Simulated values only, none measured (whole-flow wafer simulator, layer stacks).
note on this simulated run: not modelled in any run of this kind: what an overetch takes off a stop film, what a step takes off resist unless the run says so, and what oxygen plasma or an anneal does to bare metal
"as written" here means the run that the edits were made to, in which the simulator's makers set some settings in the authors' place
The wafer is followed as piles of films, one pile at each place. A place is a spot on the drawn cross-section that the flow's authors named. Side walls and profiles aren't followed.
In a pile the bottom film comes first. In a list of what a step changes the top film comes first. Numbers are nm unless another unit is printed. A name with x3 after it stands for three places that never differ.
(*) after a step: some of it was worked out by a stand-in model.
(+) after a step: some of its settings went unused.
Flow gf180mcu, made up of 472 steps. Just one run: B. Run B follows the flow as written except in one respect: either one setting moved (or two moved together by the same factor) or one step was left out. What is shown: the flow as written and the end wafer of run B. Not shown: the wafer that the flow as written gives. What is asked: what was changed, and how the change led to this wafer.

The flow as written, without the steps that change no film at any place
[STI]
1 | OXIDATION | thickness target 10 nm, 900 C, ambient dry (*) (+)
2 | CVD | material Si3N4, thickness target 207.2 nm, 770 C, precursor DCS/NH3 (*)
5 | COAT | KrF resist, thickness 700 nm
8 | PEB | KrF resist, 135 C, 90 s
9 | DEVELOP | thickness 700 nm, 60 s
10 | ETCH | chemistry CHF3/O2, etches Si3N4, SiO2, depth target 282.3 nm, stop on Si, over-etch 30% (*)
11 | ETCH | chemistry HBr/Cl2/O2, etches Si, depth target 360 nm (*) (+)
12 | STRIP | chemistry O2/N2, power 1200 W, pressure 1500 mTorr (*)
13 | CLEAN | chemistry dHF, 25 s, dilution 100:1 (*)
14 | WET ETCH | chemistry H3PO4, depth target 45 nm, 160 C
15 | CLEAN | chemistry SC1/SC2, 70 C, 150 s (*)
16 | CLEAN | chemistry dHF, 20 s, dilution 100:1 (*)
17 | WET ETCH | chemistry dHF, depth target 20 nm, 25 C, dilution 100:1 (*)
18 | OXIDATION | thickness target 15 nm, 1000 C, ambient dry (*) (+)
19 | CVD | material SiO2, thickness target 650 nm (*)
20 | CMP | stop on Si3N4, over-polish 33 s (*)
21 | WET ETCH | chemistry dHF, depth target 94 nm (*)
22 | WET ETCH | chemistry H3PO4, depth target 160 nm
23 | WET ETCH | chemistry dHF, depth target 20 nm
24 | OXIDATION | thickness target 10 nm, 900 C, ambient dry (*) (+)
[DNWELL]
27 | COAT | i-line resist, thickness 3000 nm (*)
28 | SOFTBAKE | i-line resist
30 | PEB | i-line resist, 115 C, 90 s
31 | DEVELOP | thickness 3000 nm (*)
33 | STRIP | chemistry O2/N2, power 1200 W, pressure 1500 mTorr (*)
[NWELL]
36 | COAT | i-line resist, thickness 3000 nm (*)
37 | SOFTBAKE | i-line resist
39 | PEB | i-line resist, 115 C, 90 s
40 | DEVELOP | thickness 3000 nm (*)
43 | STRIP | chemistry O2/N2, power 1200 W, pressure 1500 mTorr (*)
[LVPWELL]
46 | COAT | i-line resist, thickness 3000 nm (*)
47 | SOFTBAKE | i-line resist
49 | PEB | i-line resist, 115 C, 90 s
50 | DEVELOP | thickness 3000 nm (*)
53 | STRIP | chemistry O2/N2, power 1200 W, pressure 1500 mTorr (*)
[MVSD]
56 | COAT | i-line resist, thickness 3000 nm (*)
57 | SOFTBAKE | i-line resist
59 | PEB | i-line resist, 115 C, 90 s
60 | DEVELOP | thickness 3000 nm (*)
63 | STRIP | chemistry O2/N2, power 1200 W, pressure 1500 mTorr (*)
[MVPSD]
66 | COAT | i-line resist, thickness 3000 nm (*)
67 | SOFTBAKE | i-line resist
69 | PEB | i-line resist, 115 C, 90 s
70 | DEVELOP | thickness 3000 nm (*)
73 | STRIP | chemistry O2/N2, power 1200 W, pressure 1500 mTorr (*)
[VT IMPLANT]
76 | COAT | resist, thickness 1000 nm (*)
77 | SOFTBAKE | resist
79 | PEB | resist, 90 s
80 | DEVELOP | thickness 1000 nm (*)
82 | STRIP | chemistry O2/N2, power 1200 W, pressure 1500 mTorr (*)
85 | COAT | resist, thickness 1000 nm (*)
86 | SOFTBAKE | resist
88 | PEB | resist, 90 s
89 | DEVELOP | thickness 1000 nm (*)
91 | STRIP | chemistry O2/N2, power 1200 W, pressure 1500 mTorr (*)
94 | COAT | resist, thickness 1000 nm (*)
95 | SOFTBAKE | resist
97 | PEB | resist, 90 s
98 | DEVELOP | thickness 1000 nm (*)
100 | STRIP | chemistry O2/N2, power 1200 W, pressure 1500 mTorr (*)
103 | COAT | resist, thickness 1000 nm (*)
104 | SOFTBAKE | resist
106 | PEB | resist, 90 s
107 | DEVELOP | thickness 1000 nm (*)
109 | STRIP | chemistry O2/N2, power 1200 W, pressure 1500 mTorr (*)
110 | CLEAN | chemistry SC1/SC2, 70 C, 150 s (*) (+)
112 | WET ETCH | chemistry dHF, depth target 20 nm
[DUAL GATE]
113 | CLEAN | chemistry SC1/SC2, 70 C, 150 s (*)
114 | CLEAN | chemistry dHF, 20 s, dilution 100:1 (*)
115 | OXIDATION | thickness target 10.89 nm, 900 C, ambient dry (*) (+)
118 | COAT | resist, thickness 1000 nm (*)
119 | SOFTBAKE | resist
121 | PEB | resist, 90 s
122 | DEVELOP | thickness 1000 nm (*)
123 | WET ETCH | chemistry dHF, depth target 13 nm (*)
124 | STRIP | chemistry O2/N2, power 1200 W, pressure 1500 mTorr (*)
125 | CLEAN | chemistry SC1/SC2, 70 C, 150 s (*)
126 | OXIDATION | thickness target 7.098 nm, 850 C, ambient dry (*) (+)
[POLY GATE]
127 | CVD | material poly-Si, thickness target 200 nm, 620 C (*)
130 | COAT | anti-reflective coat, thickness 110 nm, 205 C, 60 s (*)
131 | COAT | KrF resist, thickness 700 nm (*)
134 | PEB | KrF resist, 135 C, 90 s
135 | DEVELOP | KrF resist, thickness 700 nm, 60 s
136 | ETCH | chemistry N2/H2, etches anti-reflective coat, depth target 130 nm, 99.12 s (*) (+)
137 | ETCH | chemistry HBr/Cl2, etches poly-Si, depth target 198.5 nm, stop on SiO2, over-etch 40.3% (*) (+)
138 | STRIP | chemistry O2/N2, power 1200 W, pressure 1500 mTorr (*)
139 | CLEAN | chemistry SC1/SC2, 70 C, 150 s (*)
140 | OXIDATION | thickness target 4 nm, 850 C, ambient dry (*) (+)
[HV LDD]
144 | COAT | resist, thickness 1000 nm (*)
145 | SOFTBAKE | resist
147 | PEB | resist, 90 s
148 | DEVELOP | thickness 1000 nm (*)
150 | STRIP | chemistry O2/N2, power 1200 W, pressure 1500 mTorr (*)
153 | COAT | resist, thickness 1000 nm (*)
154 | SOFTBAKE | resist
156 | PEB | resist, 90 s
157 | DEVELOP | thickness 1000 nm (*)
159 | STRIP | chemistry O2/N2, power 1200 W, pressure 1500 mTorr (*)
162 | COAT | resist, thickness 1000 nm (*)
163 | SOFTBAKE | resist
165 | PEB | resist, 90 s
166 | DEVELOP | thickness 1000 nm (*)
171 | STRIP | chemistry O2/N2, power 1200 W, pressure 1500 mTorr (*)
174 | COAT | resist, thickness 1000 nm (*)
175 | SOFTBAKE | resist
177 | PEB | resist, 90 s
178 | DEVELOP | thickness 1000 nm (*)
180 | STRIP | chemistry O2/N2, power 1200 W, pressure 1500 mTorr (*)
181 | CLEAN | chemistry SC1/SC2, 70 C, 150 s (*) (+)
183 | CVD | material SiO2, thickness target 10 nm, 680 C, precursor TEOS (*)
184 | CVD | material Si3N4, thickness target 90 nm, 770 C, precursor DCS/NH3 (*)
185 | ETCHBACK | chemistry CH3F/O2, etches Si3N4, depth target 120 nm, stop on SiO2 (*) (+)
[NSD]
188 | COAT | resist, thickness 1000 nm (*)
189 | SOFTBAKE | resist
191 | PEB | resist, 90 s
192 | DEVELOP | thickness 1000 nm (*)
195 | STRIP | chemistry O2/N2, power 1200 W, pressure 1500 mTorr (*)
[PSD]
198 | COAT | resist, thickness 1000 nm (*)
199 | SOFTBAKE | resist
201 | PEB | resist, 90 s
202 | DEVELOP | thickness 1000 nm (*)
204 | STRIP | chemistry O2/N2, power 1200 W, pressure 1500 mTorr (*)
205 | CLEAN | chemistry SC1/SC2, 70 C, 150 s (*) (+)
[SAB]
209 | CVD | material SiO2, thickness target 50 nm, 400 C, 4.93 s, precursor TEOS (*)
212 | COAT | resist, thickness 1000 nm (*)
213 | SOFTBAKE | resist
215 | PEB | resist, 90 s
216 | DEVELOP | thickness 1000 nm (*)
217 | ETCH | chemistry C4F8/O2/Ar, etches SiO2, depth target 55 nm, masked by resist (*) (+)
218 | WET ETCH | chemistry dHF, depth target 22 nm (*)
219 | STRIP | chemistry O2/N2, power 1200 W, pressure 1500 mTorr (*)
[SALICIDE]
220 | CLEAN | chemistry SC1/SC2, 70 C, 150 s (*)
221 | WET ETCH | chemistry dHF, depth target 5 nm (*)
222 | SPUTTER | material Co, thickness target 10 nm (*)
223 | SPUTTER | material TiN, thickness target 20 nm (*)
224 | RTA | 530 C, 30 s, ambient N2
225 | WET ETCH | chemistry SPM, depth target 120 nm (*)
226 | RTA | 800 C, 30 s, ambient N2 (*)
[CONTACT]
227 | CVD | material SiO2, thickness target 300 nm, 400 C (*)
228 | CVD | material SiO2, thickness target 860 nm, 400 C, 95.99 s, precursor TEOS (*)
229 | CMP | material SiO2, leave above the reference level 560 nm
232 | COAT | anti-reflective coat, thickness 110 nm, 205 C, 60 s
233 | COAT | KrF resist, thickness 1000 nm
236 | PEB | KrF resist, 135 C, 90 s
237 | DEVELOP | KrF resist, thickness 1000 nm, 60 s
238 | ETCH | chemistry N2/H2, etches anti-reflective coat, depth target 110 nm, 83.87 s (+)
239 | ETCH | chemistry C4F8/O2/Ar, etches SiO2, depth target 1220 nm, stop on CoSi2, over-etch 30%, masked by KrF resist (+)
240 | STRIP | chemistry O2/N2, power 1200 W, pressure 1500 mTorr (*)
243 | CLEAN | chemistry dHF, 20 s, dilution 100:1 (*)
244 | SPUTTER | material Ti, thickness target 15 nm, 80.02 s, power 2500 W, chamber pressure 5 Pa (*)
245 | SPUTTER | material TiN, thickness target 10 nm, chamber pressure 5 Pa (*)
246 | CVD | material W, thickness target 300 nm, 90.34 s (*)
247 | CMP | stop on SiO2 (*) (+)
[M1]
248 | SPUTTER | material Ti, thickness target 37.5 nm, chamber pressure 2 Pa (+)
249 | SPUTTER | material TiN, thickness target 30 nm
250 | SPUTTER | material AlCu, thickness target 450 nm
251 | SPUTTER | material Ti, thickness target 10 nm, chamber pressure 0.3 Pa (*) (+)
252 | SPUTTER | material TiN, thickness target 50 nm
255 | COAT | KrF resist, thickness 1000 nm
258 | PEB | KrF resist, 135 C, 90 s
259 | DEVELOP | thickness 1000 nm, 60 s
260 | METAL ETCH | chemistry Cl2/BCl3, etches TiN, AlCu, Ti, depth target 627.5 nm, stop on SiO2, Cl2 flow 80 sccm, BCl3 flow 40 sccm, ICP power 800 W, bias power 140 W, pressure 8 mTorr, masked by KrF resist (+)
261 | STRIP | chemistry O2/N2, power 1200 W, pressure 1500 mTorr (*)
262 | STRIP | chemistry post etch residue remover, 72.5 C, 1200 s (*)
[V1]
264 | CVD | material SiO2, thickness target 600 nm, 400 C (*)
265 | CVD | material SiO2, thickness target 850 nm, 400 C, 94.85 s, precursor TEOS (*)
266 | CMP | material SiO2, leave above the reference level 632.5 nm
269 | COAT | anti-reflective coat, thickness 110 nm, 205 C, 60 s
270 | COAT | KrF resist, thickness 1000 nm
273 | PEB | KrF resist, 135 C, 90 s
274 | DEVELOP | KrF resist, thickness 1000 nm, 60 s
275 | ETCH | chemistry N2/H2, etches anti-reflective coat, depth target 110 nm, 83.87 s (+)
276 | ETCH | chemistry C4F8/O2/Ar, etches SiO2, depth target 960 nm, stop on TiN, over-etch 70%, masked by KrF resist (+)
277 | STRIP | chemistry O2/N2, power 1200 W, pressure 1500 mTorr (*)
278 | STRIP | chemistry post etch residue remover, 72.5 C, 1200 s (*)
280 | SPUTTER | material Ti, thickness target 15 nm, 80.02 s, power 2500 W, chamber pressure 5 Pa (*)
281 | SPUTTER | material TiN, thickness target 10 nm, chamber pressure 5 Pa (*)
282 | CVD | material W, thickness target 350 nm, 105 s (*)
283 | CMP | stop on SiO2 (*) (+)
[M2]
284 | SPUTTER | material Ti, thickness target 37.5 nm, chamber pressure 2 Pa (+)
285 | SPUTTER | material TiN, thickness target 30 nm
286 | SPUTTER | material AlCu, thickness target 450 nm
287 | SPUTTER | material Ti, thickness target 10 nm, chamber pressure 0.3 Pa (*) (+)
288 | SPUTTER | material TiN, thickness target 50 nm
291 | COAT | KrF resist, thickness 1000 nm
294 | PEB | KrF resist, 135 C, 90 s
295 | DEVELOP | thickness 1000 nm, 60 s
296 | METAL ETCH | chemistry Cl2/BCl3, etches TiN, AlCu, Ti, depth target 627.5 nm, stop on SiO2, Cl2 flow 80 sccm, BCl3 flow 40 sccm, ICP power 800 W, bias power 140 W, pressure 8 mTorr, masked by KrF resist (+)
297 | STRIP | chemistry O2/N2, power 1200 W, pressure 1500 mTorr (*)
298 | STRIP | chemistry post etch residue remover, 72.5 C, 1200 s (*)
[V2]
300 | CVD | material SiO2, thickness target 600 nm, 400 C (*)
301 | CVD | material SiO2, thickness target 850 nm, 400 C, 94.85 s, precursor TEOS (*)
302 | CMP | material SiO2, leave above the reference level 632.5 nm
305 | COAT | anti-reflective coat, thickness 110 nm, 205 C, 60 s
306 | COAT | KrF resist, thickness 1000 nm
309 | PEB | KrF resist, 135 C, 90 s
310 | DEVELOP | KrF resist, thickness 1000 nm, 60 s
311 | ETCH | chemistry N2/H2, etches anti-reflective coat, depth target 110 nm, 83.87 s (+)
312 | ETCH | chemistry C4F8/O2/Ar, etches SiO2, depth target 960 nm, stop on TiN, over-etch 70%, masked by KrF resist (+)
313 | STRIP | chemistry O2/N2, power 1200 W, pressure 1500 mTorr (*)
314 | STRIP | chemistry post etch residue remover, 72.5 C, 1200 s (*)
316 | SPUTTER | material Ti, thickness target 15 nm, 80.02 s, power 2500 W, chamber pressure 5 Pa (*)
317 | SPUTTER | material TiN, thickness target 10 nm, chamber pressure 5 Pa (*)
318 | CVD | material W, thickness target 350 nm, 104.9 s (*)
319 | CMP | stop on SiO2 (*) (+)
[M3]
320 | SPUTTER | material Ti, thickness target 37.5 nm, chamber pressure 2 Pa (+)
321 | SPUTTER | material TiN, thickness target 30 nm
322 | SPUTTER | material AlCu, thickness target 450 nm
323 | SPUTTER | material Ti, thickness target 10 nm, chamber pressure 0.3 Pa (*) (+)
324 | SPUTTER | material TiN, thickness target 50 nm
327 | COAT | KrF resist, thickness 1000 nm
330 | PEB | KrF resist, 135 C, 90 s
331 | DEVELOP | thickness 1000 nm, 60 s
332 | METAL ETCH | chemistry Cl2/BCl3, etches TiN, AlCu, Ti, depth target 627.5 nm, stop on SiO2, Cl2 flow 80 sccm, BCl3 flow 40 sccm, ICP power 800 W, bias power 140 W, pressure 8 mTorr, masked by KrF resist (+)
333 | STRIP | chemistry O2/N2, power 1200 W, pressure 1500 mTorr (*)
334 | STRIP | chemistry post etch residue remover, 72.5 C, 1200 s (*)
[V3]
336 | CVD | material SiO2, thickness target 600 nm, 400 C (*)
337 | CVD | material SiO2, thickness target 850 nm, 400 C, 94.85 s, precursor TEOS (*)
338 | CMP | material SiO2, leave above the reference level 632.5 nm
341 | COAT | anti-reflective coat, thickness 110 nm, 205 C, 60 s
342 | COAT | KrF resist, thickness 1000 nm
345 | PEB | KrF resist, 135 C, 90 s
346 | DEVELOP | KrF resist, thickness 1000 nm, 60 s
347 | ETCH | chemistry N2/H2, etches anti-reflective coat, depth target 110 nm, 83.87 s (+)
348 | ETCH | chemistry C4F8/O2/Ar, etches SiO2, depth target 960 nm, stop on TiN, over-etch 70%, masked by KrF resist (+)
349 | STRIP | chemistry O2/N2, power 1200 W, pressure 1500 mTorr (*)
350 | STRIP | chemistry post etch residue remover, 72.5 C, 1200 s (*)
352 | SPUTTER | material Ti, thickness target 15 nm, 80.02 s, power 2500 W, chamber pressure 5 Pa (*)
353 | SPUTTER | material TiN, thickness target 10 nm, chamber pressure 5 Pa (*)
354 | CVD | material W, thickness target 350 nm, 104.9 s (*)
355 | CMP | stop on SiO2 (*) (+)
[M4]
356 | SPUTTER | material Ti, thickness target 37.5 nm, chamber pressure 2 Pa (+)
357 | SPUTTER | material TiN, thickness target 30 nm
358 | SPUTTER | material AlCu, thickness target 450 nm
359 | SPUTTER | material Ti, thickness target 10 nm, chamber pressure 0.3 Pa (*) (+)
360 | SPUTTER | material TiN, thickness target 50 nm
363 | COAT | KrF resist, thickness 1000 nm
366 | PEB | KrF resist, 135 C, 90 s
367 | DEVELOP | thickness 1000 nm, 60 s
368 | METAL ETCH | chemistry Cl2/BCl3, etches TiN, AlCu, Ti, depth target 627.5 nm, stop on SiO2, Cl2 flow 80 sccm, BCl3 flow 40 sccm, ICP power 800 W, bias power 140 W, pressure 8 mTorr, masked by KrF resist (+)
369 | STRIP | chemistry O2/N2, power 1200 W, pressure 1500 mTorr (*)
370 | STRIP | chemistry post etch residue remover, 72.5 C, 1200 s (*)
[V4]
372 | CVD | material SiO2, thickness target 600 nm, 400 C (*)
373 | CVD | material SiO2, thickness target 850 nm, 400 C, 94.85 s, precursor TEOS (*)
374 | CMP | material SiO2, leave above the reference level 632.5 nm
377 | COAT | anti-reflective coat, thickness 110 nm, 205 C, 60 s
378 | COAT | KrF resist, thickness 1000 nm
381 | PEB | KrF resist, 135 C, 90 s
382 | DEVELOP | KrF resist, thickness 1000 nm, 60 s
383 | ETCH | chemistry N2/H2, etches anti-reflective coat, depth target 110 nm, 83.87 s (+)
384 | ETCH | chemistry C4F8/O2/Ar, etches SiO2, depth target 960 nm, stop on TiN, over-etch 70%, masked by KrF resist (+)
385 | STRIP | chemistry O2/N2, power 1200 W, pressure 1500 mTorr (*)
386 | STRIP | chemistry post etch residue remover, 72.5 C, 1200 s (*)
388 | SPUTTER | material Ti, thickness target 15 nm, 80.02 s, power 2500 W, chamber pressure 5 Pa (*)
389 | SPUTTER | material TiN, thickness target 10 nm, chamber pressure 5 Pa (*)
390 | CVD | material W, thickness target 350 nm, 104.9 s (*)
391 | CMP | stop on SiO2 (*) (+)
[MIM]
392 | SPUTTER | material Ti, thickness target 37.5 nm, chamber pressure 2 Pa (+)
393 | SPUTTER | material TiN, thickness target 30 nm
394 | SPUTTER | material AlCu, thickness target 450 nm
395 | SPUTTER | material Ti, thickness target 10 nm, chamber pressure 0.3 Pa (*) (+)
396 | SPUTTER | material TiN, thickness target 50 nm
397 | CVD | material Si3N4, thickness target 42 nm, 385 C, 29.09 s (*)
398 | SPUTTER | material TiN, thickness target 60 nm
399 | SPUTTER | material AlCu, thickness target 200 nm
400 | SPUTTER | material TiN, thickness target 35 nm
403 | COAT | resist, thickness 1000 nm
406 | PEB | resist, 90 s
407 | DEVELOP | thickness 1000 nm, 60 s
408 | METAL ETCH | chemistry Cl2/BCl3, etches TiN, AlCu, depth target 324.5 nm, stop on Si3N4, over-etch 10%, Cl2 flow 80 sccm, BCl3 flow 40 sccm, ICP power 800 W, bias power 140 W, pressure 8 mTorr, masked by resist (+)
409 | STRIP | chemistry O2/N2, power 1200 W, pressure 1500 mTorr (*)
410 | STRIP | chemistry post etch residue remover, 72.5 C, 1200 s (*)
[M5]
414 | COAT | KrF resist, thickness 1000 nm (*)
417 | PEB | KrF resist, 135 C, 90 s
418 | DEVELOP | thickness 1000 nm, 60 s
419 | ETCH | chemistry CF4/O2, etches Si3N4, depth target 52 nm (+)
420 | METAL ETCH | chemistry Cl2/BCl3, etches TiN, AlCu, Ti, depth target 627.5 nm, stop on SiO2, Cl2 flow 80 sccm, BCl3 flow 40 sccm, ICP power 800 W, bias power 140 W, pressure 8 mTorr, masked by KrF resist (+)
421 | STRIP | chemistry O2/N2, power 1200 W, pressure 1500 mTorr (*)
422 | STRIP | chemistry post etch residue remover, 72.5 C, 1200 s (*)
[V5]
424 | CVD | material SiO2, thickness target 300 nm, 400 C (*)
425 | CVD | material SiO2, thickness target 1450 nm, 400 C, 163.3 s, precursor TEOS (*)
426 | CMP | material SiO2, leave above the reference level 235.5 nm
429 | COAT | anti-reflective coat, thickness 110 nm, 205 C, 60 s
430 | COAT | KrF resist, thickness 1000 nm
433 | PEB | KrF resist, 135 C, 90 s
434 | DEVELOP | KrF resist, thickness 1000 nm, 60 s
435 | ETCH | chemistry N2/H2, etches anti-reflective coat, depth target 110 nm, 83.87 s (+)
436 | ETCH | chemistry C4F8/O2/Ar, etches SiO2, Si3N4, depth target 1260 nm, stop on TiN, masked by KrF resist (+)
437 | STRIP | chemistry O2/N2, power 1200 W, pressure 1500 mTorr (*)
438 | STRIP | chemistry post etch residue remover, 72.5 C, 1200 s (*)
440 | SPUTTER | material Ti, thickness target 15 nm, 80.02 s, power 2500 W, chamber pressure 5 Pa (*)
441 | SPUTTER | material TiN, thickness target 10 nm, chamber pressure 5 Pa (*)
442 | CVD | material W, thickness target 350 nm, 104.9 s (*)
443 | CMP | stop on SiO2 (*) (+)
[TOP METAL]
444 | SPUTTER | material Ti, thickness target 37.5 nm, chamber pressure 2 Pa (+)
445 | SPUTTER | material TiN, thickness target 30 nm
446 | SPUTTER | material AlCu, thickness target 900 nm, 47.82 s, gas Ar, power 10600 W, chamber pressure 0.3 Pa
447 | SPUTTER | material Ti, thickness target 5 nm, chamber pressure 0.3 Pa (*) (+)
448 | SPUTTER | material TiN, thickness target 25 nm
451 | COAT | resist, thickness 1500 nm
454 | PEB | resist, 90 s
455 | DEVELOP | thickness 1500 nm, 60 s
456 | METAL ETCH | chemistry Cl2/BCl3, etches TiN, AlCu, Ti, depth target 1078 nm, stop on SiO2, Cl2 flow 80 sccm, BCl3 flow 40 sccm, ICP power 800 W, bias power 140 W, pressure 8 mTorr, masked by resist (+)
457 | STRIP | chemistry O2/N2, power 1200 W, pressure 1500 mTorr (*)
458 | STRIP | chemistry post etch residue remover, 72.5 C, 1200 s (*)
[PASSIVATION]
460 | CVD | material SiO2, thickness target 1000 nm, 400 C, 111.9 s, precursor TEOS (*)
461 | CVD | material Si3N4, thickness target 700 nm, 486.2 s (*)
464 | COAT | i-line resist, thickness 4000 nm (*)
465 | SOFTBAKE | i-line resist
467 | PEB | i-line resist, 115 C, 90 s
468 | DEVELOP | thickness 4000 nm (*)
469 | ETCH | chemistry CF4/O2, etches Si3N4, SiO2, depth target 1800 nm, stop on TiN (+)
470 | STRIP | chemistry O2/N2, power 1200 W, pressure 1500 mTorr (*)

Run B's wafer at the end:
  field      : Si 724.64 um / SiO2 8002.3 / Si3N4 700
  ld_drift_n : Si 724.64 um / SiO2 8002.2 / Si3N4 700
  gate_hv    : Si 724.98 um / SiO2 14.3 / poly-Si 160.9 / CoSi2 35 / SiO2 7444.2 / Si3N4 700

What caused this: step 286, SPUTTER: thickness target 225 nm was run, while the flow as written has thickness target 450 nm.

The path from the change to this, step by step:
  286 | SPUTTER | material AlCu, thickness target 450 nm
      field, field__w1, field__w2 and 108 more: AlCu gains 225 (new film) (in the flow as written it would be: AlCu gains 450 (new film))
  296 | METAL ETCH | chemistry Cl2/BCl3, etches TiN, AlCu, Ti, depth target 627.5 nm, stop on SiO2, Cl2 flow 80 sccm, BCl3 flow 40 sccm, ICP power 800 W, bias power 140 W, pressure 8 mTorr, masked by KrF resist (+)
      field, field__w1, field__w2 and 103 more: TiN loses 50 (all of it), Ti loses 10 (all of it), AlCu loses 225 (all of it), TiN loses 30 (all of it), Ti loses 37.5 (all of it) (in the flow as written it would be: TiN loses 50 (all of it), Ti loses 10 (all of it), AlCu loses 450 (all of it), TiN loses 30 (all of it), Ti loses 37.5 (all of it))
      field__w8, contact, m1, m1__w1, m1_nw: KrF resist loses 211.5 (in the flow as written it would be: KrF resist loses 251)
  297 | STRIP | chemistry O2/N2, power 1200 W, pressure 1500 mTorr (*)
      field__w8, contact, m1, m1__w1, m1_nw: KrF resist loses 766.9 (all of it) (in the flow as written it would be: KrF resist loses 727.4 (all of it))
  302 | CMP | material SiO2, leave above the reference level 632.5 nm
      field, field__w1, field__w2 and 103 more: SiO2 loses 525 (in the flow as written it would be: SiO2 loses 300)
